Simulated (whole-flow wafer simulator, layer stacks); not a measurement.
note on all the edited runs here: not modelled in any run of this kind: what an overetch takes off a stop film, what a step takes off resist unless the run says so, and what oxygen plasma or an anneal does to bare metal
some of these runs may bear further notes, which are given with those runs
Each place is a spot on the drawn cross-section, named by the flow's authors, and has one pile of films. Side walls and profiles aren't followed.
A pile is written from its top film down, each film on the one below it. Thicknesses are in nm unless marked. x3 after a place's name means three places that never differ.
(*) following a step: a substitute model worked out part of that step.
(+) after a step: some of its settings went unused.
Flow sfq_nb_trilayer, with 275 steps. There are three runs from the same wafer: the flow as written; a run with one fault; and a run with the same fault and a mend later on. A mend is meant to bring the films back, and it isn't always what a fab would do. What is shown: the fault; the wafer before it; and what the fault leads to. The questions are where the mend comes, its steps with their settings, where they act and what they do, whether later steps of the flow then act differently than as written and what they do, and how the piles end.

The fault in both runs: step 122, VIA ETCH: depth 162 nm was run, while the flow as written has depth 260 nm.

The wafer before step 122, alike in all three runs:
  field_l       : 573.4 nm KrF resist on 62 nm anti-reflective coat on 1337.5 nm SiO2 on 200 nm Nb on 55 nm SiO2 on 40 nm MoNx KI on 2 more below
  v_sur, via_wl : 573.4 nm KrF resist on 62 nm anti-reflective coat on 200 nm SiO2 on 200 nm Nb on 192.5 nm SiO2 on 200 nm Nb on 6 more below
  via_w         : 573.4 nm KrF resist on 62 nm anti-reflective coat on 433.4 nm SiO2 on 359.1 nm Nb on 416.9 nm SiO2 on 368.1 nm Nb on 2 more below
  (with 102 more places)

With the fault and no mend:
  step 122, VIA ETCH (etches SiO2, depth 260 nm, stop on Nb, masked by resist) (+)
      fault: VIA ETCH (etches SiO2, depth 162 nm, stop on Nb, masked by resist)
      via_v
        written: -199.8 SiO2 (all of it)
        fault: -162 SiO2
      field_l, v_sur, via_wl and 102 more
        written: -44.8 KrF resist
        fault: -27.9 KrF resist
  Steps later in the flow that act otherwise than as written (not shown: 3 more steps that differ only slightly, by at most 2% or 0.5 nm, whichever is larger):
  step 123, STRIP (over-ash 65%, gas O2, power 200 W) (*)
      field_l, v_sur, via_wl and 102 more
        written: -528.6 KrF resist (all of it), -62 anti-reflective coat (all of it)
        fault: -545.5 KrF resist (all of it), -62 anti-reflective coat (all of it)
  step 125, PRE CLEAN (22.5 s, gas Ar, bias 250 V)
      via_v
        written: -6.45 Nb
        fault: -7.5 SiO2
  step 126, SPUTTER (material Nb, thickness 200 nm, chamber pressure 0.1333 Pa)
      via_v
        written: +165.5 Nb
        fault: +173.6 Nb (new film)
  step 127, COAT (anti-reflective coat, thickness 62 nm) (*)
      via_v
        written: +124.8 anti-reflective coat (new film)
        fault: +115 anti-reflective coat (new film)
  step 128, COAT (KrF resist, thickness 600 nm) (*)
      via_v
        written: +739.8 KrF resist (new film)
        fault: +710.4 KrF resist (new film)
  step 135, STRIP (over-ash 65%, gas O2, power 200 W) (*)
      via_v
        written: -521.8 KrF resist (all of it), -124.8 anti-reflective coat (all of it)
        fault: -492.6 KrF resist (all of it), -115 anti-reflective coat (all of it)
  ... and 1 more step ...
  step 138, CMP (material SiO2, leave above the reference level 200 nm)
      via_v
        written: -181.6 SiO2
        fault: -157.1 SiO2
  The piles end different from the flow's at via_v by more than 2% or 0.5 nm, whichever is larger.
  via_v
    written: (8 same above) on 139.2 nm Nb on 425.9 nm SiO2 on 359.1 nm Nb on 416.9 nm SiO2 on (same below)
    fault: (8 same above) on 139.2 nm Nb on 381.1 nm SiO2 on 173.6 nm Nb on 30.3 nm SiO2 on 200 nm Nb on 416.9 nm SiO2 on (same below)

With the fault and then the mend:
  After step 122 comes the mend.
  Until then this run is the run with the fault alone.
  step 122a, VIA ETCH (etches SiO2, depth 98 nm, stop on Nb, masked by resist) (+) (a further turn of the flow's step 122, with different settings)
      field_l, v_sur, via_wl and 102 more
        -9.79 KrF resist
      via_v
        -37.8 SiO2 (all of it)
  Later steps of the flow that are run all act as written at every place that is followed, up to a difference of at most 2% or 0.5 nm, whichever is larger.
  The piles end the same as the flow's at every place that both follow.
